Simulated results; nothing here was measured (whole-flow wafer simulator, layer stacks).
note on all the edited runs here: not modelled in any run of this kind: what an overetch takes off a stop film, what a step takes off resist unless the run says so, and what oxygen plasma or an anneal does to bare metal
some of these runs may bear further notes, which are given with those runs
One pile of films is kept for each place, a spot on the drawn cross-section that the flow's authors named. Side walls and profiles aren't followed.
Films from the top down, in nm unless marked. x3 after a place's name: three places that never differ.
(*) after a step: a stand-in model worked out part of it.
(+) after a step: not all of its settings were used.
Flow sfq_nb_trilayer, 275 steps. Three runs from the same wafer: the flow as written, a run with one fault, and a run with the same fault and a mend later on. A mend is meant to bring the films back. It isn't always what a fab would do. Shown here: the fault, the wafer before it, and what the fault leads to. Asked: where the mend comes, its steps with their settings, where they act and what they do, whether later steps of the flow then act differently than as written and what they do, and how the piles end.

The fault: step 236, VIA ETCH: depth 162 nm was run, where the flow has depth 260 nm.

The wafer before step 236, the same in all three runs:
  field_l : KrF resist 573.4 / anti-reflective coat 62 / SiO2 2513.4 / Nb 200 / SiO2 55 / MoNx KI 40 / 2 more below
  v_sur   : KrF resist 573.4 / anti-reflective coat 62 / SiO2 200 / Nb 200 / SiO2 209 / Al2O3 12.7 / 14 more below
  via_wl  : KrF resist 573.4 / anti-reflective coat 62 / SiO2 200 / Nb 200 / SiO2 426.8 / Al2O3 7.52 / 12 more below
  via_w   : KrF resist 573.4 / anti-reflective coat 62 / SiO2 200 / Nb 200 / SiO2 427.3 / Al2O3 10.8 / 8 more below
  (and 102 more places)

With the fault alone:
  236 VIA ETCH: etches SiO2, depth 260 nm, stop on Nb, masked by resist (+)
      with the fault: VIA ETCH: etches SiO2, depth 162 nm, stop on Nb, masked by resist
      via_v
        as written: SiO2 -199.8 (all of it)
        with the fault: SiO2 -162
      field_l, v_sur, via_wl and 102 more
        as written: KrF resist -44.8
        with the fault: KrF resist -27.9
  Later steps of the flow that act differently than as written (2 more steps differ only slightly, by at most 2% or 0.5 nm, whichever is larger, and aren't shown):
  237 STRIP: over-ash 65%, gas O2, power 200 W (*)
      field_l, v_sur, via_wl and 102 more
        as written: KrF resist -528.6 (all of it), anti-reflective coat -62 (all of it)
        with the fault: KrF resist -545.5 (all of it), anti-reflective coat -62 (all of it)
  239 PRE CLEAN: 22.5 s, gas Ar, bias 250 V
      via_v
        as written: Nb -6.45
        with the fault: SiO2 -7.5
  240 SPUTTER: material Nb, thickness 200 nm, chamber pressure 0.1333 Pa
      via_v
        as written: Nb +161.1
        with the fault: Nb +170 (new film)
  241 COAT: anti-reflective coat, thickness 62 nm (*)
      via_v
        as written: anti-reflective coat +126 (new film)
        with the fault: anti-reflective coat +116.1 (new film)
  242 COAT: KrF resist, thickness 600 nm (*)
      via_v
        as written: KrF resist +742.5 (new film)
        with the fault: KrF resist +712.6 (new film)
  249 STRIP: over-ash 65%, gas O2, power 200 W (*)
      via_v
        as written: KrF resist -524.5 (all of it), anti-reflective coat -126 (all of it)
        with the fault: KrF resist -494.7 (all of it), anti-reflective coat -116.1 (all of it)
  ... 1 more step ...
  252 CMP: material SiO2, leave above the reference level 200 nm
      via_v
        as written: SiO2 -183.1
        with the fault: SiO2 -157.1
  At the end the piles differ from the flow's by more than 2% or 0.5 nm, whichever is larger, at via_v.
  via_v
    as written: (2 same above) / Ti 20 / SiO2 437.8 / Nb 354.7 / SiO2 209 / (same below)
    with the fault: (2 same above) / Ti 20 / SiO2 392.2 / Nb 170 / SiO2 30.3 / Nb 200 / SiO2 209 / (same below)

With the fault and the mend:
  The mend comes after step 236.
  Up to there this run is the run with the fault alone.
  236a VIA ETCH: etches SiO2, depth 98 nm, stop on Nb, masked by resist (+) (the flow's step 236 once more, with other settings)
      field_l, v_sur, via_wl and 102 more
        KrF resist -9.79
      via_v
        SiO2 -37.8 (all of it)
  No later step of the flow acts differently than as written, at any place that is followed, by more than 2% or 0.5 nm, whichever is larger.
  At the end the piles are the same as the flow's at every place that both follow.
